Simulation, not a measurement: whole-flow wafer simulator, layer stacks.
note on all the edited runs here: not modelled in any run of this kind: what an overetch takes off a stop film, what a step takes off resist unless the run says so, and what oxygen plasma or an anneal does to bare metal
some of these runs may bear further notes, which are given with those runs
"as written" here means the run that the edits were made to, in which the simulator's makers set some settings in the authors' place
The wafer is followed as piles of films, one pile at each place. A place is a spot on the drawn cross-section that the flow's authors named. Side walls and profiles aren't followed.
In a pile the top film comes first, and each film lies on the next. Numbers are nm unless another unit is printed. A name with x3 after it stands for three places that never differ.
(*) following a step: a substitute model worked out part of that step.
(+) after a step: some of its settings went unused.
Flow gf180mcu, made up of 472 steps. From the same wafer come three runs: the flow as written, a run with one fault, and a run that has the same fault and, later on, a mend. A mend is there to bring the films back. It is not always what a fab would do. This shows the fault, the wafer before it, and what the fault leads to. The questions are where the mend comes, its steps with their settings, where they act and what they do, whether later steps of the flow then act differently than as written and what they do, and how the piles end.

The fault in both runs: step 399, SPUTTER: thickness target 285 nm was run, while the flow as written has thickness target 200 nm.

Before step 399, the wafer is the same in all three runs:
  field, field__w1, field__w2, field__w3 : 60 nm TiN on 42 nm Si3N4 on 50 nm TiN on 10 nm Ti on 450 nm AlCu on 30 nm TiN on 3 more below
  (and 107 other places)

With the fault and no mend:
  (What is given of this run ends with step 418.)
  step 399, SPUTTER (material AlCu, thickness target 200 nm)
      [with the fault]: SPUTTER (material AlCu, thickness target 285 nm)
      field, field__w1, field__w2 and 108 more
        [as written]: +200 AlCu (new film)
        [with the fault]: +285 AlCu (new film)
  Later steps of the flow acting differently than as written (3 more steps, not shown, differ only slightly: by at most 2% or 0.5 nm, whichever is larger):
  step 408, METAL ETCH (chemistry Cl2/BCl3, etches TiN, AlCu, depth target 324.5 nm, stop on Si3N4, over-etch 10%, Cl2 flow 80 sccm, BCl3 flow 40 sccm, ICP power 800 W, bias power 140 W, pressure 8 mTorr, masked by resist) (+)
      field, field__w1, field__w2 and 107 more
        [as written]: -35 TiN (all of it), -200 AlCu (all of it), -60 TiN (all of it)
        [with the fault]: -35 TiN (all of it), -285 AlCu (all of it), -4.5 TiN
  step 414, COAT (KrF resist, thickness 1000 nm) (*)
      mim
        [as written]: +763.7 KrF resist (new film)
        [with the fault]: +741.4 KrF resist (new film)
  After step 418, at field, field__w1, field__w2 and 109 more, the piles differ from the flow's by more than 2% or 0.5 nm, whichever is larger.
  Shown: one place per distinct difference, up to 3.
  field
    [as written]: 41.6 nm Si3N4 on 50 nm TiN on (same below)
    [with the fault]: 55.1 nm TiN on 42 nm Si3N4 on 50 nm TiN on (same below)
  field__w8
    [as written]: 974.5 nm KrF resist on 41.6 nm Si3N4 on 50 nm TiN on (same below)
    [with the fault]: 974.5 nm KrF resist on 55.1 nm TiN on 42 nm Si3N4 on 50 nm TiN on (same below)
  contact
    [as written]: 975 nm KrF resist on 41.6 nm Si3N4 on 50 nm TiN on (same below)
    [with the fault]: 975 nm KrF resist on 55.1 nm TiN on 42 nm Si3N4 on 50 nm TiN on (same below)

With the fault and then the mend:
  The mend stands after step 399.
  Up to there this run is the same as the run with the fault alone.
  step 399a, METAL ETCH (chemistry Cl2/BCl3, etches TiN, AlCu, Ti, depth target 85 nm, Cl2 flow 80 sccm, BCl3 flow 40 sccm, ICP power 800 W, bias power 140 W, pressure 8 mTorr) (a further turn of the flow's step 260, with different settings)
      field, field__w1, field__w2 and 108 more
        -85 AlCu
  None of the later steps of the flow acts differently than as written at any place that is followed.
  By the end, the piles equal the flow's at every place that both follow.
